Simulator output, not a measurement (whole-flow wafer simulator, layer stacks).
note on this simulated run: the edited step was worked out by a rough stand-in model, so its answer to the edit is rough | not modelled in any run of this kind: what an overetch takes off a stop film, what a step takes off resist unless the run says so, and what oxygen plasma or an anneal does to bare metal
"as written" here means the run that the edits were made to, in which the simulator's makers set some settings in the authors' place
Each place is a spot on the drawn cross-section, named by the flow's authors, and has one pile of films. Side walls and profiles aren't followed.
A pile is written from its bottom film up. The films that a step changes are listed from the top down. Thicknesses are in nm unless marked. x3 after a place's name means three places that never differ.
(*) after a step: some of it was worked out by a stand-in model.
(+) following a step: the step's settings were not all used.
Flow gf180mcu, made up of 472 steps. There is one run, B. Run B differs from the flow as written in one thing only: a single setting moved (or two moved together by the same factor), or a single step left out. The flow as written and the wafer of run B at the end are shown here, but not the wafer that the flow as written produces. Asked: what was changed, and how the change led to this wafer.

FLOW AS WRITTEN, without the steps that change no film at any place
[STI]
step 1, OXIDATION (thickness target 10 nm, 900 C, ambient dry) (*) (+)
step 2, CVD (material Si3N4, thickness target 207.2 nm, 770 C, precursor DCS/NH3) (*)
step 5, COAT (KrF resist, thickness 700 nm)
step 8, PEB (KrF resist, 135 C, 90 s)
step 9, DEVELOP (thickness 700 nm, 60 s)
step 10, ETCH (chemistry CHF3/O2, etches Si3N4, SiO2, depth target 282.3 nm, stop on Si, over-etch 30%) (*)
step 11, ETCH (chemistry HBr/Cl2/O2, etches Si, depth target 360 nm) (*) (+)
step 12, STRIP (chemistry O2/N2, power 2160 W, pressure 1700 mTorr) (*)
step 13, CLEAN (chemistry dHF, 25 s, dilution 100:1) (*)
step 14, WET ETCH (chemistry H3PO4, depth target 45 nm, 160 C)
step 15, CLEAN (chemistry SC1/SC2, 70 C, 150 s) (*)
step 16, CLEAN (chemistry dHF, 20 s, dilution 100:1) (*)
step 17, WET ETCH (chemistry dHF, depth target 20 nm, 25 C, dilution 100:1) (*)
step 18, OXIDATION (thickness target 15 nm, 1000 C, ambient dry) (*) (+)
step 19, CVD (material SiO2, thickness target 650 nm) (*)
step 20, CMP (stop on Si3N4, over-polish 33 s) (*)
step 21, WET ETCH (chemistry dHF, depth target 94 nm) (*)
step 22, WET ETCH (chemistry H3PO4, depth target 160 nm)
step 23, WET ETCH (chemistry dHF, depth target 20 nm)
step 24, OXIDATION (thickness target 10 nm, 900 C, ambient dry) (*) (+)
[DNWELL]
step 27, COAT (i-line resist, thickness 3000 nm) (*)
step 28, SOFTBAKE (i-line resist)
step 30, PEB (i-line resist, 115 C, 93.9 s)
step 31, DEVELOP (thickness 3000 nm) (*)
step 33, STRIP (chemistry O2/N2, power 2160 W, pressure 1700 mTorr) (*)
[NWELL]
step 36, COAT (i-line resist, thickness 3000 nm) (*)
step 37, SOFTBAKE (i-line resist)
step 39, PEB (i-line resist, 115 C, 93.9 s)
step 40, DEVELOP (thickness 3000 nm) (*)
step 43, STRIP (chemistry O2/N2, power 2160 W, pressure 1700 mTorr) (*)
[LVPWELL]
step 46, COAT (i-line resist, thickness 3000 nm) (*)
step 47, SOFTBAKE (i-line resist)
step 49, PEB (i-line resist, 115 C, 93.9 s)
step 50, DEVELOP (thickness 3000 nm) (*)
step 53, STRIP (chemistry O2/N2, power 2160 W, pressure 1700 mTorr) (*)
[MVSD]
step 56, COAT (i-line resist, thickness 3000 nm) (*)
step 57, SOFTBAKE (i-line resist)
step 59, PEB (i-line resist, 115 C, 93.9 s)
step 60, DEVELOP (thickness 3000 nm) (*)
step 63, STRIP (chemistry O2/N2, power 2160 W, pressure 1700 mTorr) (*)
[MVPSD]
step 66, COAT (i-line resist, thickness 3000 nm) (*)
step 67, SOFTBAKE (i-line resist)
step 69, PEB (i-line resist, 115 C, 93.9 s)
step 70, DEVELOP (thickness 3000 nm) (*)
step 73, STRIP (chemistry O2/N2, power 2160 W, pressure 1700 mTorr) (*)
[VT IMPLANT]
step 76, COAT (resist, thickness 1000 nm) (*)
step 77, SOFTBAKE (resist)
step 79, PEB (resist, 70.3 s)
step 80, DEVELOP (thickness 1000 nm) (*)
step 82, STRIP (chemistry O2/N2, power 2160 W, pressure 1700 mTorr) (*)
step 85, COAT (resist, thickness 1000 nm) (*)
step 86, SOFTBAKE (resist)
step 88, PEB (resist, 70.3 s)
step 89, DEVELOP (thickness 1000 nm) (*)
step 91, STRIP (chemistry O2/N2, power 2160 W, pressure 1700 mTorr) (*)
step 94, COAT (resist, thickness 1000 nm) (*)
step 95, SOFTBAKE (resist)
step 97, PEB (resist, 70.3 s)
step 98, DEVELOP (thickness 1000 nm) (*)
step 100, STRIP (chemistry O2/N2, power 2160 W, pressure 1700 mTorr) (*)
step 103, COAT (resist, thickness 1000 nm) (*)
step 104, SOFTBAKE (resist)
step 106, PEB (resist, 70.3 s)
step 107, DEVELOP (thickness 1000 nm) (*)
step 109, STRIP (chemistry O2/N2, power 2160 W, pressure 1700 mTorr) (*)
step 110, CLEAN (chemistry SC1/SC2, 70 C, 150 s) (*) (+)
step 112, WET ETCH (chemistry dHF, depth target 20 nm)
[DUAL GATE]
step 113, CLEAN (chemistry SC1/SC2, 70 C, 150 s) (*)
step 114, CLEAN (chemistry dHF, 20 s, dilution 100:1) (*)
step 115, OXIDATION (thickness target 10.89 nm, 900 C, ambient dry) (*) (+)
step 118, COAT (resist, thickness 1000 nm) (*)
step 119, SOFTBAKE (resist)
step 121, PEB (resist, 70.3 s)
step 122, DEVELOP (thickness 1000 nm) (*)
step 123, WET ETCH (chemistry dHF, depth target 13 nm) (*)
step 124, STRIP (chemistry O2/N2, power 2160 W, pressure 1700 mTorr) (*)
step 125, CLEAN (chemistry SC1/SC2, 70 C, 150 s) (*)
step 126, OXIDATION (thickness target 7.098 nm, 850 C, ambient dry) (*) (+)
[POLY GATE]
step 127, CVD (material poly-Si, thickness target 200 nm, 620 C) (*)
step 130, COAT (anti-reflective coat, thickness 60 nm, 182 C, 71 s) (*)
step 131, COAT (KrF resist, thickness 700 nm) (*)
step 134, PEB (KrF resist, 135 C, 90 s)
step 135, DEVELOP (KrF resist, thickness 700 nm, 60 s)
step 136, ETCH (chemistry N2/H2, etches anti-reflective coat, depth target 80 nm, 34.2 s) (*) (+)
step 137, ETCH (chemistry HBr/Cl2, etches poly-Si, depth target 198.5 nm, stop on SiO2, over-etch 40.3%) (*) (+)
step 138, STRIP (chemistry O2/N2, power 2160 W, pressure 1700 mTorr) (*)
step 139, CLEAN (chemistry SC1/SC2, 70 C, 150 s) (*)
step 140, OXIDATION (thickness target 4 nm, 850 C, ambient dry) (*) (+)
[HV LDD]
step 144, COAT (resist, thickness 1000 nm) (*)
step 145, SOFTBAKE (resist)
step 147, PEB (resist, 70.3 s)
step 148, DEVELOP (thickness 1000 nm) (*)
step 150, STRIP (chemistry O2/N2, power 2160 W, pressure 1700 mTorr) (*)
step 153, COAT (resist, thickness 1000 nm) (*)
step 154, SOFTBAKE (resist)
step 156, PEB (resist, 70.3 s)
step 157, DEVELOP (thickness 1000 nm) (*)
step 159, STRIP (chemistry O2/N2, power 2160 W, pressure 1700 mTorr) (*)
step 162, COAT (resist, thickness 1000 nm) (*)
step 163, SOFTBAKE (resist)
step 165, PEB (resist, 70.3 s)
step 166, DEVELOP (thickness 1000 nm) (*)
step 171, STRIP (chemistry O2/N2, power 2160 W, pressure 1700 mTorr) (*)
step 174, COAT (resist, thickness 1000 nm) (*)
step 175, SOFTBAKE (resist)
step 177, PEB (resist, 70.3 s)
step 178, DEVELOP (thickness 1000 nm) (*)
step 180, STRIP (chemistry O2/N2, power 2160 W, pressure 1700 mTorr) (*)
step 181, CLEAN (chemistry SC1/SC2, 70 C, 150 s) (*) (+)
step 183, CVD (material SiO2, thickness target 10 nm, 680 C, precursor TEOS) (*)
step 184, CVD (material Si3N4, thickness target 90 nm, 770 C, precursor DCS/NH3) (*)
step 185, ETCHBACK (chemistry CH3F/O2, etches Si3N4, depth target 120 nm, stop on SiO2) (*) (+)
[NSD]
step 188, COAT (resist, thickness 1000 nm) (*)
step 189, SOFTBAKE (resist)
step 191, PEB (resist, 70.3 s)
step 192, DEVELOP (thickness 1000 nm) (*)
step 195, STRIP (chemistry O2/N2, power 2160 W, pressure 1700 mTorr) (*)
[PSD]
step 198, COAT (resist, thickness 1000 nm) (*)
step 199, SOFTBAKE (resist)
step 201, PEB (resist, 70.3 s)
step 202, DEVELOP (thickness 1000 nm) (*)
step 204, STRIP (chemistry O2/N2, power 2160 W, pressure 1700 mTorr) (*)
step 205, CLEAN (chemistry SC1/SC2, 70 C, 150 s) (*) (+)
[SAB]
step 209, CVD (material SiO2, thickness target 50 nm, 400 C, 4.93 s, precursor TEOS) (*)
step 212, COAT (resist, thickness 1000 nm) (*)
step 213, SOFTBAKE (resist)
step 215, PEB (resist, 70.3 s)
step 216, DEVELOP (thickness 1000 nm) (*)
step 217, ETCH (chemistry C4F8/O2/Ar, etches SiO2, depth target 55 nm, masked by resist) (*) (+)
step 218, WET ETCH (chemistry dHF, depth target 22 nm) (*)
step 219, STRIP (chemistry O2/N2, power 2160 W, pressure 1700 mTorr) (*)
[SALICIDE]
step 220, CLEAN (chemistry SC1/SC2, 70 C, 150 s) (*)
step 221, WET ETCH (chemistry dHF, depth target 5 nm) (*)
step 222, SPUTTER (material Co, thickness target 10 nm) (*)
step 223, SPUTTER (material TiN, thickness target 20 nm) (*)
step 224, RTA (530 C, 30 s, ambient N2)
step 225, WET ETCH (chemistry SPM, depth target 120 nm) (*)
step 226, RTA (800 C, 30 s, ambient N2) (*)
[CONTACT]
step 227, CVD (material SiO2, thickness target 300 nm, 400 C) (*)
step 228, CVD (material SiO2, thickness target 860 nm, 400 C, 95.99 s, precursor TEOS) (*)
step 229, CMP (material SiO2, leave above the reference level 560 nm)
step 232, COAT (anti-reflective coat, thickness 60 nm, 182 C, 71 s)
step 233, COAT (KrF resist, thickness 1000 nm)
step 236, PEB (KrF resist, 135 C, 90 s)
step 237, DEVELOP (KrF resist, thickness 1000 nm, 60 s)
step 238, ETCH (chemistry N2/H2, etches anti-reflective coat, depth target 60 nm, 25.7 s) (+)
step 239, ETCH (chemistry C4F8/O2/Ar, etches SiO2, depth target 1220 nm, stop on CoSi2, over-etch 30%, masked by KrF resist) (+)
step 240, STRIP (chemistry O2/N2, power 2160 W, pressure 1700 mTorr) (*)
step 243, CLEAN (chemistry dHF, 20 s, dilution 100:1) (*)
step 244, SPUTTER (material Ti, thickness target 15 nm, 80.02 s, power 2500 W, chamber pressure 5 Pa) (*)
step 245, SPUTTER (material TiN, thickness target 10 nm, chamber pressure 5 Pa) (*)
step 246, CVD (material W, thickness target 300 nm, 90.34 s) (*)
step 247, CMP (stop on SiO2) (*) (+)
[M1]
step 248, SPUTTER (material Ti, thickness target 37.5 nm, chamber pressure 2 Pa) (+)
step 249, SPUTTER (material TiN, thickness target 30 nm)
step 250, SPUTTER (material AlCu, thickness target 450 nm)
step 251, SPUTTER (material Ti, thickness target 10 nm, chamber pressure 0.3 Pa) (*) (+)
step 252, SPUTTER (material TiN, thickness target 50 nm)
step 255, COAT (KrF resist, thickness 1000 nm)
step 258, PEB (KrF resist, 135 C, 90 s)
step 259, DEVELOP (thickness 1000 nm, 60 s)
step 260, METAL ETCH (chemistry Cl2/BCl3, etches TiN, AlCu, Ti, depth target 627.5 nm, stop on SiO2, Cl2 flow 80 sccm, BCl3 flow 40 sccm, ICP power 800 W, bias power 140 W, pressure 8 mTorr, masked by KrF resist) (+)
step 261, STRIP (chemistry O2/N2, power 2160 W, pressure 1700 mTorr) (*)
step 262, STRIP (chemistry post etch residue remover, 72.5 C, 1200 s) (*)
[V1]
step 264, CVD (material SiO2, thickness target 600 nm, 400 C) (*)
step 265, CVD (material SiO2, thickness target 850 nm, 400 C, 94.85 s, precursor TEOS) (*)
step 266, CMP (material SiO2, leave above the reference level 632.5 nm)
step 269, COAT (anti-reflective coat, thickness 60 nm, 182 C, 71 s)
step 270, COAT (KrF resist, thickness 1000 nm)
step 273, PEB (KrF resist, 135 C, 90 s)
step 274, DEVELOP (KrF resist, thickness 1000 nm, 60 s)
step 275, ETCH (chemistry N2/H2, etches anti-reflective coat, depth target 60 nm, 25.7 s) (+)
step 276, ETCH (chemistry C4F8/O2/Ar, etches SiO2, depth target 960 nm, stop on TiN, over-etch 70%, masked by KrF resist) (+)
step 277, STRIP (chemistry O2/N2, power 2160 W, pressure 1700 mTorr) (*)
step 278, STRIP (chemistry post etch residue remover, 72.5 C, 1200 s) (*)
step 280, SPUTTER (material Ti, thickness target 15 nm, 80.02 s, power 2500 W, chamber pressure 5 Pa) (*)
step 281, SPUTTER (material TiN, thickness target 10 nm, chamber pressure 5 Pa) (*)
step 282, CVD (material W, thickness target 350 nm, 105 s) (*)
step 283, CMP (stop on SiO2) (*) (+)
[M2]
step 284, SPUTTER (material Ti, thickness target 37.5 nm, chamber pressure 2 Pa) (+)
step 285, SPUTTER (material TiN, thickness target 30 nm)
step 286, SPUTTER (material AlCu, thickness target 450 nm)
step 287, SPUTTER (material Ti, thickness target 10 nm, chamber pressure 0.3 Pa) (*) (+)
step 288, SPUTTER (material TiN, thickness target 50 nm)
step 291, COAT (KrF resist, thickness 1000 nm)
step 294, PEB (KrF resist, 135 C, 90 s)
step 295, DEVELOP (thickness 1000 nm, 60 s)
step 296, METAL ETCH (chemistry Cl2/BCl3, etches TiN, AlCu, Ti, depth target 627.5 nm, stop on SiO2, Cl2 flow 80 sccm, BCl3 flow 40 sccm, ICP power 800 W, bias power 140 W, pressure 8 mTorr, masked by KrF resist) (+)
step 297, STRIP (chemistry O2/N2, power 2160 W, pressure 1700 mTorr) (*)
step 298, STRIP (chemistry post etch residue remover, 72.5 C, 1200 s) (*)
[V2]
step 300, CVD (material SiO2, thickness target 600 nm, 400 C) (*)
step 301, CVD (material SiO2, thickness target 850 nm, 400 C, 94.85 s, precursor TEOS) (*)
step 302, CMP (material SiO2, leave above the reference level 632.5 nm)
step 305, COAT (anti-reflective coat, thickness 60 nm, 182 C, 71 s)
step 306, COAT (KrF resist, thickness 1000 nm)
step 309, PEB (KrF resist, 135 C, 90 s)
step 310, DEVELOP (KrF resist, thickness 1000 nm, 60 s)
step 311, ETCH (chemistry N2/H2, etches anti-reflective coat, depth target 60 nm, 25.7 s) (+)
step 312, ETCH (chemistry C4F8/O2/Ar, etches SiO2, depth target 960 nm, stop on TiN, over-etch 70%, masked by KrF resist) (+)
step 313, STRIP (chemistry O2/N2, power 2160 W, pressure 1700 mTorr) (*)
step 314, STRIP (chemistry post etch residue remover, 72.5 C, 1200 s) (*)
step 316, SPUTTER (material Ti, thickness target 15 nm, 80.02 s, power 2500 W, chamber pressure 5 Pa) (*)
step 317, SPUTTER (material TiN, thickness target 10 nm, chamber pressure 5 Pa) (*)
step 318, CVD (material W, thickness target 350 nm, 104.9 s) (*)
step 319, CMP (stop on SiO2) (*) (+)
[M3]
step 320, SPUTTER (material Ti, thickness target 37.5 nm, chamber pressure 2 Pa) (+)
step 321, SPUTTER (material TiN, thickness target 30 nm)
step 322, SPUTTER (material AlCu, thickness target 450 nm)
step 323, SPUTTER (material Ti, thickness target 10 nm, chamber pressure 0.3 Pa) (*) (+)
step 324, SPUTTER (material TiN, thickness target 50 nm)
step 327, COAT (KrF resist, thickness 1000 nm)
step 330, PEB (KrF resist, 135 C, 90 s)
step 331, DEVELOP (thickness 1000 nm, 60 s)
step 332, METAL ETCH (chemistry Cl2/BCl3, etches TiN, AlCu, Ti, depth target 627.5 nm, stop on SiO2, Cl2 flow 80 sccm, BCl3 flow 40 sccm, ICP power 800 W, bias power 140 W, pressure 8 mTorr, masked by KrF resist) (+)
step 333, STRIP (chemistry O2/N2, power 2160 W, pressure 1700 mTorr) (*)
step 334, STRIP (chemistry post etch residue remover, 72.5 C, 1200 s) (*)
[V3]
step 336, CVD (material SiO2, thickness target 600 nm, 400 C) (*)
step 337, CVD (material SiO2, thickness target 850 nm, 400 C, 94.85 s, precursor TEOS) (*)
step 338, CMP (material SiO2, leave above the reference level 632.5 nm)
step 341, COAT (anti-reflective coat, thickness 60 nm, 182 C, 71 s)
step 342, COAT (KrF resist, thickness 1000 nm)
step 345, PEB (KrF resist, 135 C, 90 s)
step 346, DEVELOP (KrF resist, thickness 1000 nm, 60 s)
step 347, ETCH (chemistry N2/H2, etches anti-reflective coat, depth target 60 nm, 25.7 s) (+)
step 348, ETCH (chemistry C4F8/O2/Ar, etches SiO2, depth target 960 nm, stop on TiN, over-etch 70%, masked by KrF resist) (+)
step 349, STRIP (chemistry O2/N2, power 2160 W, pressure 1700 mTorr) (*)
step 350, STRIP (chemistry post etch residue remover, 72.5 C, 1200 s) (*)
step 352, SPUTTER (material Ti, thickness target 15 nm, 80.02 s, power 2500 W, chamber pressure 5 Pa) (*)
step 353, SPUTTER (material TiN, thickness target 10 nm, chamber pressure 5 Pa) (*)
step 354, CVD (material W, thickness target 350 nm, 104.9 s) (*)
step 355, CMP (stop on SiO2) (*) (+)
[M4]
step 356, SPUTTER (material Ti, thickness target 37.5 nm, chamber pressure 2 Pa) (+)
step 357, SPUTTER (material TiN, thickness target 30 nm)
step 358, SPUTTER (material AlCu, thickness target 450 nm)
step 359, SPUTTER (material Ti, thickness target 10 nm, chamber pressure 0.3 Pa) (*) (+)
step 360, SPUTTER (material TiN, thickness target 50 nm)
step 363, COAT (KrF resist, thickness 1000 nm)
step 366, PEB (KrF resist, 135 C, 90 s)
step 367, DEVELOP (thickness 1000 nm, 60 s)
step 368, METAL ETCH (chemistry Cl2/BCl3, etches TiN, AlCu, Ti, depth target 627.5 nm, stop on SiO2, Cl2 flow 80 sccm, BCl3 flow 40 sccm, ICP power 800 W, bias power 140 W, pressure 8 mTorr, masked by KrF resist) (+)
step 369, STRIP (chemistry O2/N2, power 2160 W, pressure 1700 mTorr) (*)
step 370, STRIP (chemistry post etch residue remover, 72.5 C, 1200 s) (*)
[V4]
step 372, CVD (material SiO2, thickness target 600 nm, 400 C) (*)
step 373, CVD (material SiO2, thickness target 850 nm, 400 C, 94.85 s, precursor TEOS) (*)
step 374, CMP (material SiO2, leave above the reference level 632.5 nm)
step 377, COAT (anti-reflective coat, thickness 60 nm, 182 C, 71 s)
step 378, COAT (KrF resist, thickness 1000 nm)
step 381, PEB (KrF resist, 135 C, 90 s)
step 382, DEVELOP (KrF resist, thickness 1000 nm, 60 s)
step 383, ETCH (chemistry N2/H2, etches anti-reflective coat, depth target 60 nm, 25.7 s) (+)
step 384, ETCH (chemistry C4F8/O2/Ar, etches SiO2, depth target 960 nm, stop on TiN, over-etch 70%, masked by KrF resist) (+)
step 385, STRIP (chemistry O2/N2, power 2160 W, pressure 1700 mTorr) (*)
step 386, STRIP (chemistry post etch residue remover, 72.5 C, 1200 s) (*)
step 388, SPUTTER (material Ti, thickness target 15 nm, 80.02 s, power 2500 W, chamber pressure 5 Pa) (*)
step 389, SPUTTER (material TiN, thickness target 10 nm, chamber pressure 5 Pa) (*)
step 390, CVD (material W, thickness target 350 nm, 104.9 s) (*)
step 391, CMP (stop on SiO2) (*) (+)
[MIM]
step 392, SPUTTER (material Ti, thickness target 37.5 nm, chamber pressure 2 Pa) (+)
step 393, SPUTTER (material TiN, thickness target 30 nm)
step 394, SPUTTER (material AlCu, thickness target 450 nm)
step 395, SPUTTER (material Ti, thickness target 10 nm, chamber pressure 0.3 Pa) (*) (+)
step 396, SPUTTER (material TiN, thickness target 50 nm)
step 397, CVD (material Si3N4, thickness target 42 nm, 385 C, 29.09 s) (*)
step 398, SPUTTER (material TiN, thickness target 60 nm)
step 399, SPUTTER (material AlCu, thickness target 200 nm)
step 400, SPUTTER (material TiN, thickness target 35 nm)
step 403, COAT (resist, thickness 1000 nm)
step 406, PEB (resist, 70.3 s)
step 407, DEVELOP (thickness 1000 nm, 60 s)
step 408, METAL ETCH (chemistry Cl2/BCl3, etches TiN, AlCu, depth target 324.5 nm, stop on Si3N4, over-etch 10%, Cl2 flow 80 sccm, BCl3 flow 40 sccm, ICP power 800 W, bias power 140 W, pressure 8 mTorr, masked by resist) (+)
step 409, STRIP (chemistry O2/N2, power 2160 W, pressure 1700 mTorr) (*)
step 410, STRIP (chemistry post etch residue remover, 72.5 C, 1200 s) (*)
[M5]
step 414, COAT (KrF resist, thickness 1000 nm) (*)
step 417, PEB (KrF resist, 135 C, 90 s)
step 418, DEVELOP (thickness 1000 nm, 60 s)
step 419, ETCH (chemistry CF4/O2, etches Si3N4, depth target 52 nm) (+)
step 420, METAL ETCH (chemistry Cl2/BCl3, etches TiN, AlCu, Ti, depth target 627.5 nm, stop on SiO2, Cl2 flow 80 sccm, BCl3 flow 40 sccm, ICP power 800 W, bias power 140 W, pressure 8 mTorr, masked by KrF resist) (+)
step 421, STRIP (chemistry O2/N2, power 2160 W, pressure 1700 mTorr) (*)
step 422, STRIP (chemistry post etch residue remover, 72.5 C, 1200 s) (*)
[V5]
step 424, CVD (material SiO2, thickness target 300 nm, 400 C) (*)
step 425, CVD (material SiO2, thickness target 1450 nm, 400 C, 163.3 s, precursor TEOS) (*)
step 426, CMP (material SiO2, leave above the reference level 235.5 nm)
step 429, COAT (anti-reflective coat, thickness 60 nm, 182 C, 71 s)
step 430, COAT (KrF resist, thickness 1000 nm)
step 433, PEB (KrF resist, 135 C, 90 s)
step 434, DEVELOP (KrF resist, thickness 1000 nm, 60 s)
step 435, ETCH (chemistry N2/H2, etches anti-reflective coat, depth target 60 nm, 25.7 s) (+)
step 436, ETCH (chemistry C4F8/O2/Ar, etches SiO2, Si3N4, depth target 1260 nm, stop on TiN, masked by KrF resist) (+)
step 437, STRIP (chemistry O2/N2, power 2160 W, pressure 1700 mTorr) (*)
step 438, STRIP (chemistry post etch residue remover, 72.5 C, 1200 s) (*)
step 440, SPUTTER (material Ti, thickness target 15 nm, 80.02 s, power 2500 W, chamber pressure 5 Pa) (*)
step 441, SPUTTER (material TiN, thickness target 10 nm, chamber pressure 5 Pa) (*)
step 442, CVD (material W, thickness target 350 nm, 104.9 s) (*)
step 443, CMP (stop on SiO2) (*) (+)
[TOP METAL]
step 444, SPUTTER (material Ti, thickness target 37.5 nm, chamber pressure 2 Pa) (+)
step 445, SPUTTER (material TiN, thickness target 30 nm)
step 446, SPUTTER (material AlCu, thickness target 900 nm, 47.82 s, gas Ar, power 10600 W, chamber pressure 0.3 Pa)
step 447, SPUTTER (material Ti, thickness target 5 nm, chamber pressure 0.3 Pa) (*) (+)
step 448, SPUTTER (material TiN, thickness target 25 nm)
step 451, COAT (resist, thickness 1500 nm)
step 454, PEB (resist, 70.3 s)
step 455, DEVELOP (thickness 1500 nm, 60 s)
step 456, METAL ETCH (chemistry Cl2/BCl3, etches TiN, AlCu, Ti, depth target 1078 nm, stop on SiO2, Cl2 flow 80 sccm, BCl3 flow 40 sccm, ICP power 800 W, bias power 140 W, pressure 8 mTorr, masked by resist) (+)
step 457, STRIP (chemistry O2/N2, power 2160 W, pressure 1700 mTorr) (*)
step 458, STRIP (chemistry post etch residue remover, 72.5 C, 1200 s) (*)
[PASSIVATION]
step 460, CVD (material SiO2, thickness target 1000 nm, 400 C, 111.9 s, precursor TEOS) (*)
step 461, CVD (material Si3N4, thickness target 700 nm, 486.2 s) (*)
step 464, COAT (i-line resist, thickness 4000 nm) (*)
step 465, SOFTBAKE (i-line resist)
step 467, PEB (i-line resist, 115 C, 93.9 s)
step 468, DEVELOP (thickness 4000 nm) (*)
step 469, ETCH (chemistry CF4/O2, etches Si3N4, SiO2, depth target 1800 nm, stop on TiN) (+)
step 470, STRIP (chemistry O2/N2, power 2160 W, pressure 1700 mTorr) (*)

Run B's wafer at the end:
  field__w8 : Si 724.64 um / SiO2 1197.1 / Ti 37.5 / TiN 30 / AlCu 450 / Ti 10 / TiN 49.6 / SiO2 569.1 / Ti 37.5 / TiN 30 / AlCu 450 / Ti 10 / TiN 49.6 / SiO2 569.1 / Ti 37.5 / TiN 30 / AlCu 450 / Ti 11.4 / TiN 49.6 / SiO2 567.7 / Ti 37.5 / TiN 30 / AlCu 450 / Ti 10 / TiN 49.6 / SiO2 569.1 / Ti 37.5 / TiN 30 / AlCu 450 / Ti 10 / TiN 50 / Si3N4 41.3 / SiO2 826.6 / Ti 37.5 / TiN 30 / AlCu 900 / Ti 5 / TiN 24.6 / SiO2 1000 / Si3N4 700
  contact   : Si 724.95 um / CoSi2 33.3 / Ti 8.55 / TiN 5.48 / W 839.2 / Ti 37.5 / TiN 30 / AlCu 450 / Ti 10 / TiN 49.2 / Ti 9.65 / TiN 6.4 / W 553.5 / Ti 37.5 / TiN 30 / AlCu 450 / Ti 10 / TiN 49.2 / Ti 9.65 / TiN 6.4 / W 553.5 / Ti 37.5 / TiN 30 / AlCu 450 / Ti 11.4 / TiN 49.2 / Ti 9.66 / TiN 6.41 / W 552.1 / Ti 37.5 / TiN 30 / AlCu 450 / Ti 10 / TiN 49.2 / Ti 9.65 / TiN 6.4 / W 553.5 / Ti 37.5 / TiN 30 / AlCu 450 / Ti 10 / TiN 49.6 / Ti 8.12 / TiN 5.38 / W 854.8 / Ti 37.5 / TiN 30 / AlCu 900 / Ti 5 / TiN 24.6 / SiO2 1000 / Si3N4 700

The reason: step 323, SPUTTER: thickness target 11.4 nm was run, though the flow has thickness target 10 nm.
The wafer lets one read it off: field__w8 has Ti 11.4, and step 323 as written asks for 10 nm.

Step by step, how the change led to this:
  step 323, SPUTTER (material Ti, thickness target 10 nm, chamber pressure 0.3 Pa) (*) (+)
      field, field__w1, field__w2 and 108 more: Ti gains 11.4 (new film) (in the flow as written it would be: Ti gains 10 (new film))
  step 332, METAL ETCH (chemistry Cl2/BCl3, etches TiN, AlCu, Ti, depth target 627.5 nm, stop on SiO2, Cl2 flow 80 sccm, BCl3 flow 40 sccm, ICP power 800 W, bias power 140 W, pressure 8 mTorr, masked by KrF resist) (+)
      field, field__w1, field__w2 and 103 more: TiN loses 50 (all of it), Ti loses 11.4 (all of it), AlCu loses 450 (all of it), TiN loses 30 (all of it), Ti loses 37.5 (all of it) (in the flow as written it would be: TiN loses 50 (all of it), Ti loses 10 (all of it), AlCu loses 450 (all of it), TiN loses 30 (all of it), Ti loses 37.5 (all of it))
